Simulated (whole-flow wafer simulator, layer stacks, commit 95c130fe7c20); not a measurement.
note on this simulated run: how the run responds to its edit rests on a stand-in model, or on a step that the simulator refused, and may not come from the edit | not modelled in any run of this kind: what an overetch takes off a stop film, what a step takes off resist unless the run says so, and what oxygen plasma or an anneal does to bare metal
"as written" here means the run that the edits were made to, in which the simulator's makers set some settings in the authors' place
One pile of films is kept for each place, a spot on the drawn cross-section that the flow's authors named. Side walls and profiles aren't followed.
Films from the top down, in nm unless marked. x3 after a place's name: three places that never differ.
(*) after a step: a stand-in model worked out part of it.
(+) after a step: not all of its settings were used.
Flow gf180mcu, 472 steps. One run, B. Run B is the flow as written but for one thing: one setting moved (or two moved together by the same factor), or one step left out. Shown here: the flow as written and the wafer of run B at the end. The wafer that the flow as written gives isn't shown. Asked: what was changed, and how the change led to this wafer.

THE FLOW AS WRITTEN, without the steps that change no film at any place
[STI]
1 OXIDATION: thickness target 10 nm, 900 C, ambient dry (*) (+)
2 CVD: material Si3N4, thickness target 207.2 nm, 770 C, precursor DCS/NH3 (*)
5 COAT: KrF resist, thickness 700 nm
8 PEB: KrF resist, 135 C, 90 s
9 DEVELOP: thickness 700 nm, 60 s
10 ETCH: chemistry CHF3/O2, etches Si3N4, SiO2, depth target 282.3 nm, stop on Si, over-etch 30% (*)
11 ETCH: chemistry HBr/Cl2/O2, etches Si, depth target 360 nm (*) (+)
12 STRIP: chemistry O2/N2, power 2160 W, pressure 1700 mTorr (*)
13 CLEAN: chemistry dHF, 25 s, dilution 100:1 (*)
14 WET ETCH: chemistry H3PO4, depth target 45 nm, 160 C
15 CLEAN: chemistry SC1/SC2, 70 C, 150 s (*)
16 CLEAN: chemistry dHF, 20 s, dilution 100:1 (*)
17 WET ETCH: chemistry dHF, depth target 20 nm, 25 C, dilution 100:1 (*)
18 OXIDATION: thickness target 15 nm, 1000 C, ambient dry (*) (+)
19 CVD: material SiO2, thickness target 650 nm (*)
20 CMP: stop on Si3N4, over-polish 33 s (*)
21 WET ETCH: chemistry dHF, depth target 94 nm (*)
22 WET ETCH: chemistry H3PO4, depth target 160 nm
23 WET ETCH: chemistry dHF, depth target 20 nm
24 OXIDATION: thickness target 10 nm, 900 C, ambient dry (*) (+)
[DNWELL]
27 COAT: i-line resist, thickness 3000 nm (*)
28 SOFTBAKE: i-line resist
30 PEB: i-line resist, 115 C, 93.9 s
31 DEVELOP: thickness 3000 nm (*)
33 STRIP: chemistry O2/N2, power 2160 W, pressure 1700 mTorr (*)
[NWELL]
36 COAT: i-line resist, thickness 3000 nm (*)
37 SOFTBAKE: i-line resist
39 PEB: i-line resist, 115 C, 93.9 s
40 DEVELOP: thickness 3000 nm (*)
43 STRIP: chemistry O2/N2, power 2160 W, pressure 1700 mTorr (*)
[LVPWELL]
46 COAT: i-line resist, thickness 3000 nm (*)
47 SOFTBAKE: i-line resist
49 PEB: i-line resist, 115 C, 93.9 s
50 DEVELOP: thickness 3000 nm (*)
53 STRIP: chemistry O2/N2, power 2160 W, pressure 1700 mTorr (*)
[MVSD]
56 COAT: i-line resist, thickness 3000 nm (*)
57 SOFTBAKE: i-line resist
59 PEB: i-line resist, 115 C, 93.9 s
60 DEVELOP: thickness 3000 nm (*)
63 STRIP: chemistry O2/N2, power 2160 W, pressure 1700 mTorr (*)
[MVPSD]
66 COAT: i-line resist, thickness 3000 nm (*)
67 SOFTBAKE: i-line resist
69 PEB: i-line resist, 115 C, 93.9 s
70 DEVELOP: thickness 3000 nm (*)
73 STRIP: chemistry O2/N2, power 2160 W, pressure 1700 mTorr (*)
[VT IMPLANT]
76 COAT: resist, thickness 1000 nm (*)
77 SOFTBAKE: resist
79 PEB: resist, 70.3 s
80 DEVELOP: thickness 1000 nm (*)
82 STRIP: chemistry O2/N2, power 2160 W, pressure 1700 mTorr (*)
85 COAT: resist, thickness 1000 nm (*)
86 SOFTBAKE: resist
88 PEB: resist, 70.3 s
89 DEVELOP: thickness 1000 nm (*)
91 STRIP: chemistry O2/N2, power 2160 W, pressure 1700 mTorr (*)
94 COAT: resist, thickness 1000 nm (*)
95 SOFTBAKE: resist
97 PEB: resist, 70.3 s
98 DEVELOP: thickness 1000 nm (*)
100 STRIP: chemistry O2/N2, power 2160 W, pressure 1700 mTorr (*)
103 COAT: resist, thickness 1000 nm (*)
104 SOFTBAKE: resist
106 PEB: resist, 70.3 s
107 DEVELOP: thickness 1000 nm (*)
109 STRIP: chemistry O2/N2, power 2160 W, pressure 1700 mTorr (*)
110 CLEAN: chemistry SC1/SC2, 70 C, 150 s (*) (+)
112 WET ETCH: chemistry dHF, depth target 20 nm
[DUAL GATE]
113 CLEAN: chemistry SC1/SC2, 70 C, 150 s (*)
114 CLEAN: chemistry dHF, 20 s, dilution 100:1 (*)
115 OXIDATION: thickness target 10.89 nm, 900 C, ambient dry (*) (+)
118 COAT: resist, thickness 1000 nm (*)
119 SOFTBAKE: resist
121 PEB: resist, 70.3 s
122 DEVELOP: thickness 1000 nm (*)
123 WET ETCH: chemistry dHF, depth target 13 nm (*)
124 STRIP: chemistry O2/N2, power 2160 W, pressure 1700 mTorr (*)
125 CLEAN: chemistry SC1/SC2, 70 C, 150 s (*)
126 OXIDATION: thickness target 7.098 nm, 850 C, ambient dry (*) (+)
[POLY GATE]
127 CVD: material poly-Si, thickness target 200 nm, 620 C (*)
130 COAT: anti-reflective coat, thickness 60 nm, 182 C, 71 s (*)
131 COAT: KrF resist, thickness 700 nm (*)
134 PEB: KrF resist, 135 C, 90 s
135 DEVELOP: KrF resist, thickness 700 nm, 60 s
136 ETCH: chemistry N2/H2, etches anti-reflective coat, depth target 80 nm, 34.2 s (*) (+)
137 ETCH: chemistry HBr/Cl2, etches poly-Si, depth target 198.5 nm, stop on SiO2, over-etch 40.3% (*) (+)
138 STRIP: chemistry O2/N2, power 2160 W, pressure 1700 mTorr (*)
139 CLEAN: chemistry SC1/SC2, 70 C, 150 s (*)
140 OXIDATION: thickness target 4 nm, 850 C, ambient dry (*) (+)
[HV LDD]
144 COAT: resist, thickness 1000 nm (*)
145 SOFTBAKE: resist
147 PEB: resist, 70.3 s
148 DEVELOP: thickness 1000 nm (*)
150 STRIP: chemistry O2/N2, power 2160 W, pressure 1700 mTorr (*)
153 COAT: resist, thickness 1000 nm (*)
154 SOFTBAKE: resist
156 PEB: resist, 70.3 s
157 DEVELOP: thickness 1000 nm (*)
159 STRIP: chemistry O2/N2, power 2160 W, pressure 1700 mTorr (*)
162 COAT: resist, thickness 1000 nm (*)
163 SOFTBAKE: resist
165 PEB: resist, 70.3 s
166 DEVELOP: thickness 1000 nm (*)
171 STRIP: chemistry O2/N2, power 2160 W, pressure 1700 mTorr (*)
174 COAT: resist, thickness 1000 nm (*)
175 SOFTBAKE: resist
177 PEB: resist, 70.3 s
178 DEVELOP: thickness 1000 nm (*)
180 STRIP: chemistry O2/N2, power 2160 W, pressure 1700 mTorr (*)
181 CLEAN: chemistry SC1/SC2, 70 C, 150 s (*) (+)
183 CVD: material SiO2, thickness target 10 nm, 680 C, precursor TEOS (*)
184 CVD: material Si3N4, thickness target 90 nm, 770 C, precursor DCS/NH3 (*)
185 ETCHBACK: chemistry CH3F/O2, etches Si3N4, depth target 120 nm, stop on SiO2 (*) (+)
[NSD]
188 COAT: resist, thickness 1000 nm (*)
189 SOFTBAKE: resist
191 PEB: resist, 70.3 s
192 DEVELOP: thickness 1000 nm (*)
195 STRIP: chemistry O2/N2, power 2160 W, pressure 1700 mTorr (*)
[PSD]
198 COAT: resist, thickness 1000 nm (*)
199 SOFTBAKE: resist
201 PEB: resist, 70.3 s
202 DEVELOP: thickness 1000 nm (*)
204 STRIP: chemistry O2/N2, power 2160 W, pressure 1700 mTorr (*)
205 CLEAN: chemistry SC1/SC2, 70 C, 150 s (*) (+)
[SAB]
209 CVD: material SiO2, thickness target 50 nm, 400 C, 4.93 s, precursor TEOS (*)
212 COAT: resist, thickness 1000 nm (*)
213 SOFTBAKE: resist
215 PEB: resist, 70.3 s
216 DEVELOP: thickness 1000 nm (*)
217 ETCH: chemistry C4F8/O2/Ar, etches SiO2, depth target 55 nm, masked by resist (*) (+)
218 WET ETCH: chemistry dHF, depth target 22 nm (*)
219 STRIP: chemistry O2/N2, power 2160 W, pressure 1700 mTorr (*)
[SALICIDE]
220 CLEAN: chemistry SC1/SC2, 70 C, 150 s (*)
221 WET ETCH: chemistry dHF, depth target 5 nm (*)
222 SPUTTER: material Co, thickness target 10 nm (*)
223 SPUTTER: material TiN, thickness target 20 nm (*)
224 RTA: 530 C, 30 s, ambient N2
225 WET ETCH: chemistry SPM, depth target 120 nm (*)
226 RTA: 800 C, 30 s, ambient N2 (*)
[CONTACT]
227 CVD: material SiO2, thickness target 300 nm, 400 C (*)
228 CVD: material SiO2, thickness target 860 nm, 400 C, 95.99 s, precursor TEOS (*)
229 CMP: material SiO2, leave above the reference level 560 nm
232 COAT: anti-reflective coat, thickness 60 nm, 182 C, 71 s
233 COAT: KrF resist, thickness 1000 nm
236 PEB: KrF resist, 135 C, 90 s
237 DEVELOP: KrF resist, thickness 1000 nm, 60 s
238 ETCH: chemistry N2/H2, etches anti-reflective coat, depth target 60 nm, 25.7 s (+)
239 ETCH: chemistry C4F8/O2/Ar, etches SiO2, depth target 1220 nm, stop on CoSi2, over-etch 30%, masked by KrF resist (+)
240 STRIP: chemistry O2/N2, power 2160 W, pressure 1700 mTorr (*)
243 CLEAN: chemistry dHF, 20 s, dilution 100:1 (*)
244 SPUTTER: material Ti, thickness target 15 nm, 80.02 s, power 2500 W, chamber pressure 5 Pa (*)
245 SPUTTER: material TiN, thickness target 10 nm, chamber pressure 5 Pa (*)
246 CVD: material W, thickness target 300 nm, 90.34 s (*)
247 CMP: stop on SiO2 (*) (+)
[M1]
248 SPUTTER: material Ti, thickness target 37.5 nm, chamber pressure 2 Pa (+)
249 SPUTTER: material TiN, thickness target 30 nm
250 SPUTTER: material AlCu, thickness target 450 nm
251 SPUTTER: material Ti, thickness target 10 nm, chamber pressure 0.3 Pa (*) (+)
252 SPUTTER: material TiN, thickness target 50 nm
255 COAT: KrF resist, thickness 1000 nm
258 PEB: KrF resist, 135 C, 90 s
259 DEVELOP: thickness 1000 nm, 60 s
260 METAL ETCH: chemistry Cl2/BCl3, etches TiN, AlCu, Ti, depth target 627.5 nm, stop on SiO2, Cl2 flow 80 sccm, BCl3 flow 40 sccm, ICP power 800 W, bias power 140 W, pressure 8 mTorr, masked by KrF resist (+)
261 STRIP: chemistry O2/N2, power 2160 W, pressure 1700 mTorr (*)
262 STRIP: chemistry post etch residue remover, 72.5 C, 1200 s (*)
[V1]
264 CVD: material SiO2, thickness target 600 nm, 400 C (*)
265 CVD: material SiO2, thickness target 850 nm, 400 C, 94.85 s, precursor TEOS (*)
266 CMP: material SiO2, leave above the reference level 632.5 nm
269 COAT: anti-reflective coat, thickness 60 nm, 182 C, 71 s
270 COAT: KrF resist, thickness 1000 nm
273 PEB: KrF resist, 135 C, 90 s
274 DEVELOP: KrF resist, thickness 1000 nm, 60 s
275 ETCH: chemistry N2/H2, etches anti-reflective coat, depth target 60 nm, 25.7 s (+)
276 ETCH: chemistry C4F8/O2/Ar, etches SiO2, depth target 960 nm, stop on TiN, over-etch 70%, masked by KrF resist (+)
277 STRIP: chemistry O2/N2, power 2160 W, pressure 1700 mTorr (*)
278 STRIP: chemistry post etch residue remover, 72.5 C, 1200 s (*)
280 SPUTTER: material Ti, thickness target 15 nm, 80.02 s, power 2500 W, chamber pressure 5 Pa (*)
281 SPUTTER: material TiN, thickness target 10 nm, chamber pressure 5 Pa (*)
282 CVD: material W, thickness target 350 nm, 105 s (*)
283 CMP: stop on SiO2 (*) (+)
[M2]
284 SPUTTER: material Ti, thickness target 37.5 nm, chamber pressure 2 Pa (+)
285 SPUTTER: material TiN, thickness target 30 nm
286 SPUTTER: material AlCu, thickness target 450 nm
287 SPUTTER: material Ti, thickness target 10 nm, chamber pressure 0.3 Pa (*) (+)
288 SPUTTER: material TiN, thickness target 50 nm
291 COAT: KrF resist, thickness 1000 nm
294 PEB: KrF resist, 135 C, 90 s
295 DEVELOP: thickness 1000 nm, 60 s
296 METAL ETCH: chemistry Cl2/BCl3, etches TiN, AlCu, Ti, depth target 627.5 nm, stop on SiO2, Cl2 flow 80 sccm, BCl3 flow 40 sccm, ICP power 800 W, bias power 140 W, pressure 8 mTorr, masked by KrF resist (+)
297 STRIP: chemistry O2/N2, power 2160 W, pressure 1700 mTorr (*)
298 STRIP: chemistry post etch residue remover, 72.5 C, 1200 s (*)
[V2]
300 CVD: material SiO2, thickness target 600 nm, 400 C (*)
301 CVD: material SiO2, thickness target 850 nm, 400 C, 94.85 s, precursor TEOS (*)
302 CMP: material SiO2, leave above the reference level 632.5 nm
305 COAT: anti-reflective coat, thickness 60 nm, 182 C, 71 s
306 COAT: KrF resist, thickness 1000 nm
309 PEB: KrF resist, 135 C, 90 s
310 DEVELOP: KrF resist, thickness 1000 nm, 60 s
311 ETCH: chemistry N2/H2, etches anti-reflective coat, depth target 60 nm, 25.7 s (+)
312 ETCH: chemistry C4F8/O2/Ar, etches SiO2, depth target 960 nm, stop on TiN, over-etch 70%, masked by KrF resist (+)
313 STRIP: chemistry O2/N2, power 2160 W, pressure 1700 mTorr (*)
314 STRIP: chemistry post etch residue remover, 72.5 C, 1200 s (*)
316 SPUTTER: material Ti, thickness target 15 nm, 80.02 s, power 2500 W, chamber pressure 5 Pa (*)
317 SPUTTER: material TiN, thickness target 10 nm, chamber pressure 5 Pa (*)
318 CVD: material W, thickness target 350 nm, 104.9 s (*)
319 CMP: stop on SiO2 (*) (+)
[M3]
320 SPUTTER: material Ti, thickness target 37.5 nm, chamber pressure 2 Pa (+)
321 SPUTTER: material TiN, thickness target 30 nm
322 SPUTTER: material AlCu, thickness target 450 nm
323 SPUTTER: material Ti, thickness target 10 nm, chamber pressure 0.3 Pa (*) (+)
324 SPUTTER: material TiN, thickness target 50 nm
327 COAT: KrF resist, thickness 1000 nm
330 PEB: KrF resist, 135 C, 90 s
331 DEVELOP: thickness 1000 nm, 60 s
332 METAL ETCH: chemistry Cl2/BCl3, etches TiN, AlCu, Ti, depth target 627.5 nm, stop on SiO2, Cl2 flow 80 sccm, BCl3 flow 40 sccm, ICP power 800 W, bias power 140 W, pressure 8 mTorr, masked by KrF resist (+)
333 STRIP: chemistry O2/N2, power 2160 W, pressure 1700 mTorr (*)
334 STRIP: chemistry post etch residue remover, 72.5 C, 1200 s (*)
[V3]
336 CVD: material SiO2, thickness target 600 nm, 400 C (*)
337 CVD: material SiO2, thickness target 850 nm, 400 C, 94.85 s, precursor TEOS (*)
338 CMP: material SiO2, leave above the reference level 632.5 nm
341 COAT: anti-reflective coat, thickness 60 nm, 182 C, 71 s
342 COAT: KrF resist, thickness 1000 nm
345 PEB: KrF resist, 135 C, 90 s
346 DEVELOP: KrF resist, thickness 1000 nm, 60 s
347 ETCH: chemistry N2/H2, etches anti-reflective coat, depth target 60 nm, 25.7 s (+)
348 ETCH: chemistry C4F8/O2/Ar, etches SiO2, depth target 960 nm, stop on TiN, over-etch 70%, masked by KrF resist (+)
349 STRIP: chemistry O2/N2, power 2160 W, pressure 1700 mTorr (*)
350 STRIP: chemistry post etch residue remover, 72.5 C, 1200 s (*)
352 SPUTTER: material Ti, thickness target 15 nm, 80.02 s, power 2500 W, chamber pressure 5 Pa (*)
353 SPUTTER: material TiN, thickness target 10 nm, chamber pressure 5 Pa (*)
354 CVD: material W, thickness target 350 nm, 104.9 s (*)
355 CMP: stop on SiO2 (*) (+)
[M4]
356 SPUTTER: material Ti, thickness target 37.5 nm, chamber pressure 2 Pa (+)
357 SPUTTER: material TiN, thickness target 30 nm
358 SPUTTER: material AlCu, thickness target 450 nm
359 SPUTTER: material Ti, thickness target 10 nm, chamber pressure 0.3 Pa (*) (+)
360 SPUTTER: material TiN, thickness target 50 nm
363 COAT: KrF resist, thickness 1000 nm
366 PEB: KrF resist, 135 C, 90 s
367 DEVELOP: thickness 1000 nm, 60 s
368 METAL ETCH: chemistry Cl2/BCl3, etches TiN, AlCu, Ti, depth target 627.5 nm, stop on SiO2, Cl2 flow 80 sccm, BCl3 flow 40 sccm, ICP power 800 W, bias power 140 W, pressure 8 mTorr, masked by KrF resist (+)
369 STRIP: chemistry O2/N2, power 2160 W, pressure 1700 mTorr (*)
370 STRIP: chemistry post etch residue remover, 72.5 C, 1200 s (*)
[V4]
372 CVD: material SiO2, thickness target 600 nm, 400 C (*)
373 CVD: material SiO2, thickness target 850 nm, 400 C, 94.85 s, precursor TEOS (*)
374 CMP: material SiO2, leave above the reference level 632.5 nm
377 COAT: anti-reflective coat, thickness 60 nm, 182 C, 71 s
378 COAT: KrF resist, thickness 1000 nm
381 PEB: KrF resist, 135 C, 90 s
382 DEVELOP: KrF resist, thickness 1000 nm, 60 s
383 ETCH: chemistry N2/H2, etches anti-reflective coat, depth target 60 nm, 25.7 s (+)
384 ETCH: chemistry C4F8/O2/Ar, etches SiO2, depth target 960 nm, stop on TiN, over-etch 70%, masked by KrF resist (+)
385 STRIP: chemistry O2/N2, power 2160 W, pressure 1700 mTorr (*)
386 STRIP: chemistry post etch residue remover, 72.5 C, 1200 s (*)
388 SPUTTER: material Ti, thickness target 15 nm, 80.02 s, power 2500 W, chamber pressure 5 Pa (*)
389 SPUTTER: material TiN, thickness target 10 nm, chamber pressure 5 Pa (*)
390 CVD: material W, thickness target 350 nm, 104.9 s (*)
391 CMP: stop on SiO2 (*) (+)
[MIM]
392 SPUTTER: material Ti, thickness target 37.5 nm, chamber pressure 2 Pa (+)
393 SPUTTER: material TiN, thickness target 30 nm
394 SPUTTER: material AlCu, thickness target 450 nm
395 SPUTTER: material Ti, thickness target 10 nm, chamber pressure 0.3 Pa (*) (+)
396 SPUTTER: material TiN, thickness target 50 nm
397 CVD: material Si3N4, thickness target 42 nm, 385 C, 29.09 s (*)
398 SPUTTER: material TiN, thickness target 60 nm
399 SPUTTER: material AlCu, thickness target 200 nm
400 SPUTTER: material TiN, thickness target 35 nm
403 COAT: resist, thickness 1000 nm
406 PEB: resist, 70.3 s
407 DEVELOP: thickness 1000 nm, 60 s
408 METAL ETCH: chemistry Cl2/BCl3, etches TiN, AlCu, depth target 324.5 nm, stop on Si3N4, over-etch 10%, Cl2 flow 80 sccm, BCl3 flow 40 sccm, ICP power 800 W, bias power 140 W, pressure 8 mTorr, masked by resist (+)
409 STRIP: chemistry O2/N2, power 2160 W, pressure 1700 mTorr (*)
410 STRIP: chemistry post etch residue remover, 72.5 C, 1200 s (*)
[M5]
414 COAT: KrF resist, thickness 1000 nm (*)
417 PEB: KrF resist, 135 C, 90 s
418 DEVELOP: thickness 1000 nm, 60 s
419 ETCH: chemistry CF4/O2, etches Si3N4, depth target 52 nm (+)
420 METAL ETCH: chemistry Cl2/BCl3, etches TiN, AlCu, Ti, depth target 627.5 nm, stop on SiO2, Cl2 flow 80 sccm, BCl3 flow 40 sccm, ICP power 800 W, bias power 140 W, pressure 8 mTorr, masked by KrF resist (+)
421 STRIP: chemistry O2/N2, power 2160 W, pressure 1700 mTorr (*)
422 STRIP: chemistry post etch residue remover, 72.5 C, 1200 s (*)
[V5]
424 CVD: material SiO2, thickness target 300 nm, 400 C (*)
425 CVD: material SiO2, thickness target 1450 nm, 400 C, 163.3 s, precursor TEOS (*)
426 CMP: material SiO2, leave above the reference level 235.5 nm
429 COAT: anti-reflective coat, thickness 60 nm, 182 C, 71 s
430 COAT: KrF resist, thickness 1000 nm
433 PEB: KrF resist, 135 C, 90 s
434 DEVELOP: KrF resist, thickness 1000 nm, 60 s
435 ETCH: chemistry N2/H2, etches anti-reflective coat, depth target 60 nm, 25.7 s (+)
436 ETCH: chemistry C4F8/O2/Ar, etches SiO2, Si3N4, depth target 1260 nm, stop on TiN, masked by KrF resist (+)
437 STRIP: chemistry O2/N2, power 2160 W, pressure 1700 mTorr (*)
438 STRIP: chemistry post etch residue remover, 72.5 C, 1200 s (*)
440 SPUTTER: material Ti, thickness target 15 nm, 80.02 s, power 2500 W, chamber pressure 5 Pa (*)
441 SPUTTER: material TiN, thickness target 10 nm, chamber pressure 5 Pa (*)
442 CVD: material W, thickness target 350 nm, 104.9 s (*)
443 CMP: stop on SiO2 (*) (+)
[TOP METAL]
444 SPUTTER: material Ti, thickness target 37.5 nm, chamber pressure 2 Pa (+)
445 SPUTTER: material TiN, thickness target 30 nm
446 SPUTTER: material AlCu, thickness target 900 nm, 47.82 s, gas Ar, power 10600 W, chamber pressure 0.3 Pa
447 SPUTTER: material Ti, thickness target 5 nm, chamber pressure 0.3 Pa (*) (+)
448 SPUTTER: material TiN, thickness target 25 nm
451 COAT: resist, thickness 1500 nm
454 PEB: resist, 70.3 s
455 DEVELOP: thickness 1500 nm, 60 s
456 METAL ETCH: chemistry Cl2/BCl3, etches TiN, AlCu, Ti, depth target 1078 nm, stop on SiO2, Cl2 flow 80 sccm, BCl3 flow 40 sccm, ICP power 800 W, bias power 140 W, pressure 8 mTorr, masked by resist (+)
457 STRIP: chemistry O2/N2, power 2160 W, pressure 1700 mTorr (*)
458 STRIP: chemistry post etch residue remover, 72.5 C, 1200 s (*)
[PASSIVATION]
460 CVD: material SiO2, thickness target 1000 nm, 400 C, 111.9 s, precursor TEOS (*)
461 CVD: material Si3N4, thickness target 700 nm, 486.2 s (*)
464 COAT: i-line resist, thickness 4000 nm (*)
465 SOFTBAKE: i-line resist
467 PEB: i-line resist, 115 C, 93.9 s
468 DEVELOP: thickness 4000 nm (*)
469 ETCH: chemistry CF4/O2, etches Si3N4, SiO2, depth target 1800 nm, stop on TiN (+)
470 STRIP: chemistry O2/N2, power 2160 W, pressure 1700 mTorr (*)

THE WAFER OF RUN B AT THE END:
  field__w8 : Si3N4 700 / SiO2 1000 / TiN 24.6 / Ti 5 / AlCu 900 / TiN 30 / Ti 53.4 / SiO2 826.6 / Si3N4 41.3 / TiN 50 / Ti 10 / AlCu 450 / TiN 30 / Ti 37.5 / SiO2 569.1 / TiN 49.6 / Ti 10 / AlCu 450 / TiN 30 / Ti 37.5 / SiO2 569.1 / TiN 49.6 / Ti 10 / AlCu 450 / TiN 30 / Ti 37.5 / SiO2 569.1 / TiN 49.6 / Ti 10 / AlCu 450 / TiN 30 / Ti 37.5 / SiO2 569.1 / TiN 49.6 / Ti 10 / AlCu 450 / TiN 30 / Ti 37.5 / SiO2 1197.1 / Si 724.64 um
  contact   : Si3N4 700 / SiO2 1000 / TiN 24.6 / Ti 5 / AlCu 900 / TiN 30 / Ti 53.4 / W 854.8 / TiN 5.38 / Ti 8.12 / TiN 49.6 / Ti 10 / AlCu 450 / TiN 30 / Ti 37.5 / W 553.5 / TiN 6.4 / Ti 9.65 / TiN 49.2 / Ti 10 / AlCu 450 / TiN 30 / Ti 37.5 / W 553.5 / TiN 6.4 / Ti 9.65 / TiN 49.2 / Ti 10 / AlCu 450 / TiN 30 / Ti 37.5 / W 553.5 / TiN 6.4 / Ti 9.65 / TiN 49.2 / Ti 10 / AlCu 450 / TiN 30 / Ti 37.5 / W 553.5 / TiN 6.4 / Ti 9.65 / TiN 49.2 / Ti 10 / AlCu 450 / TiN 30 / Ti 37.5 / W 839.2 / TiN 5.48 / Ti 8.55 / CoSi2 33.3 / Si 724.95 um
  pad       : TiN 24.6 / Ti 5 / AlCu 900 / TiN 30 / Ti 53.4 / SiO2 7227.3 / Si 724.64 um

The cause: step 444, SPUTTER: thickness target 53.4 nm was run, where the flow has thickness target 37.5 nm.
It can be read off the wafer: field__w8 has Ti 53.4, and step 444 as written asks for 37.5 nm.

How the change led to this, step by step:
  444 SPUTTER: material Ti, thickness target 37.5 nm, chamber pressure 2 Pa (+)
      field, field__w1, field__w2 and 109 more: Ti +53.4 (new film) (as written it would be: Ti +37.5 (new film))
  456 METAL ETCH: chemistry Cl2/BCl3, etches TiN, AlCu, Ti, depth target 1078 nm, stop on SiO2, Cl2 flow 80 sccm, BCl3 flow 40 sccm, ICP power 800 W, bias power 140 W, pressure 8 mTorr, masked by resist (+)
      field, field__w1, field__w2 and 103 more: TiN -25 (all of it), Ti -5 (all of it), AlCu -900 (all of it), TiN -30 (all of it), Ti -53.4 (all of it) (as written it would be: TiN -25 (all of it), Ti -5 (all of it), AlCu -900 (all of it), TiN -30 (all of it), Ti -37.5 (all of it))
  465 SOFTBAKE: i-line resist
      gate: i-line resist -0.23 (as written it would be: i-line resist +1.79)
      ld_acc_p, ld_fp_p, ld_drift_p: i-line resist +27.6 (as written it would be: i-line resist +33.8)
      (and at 63 more places)
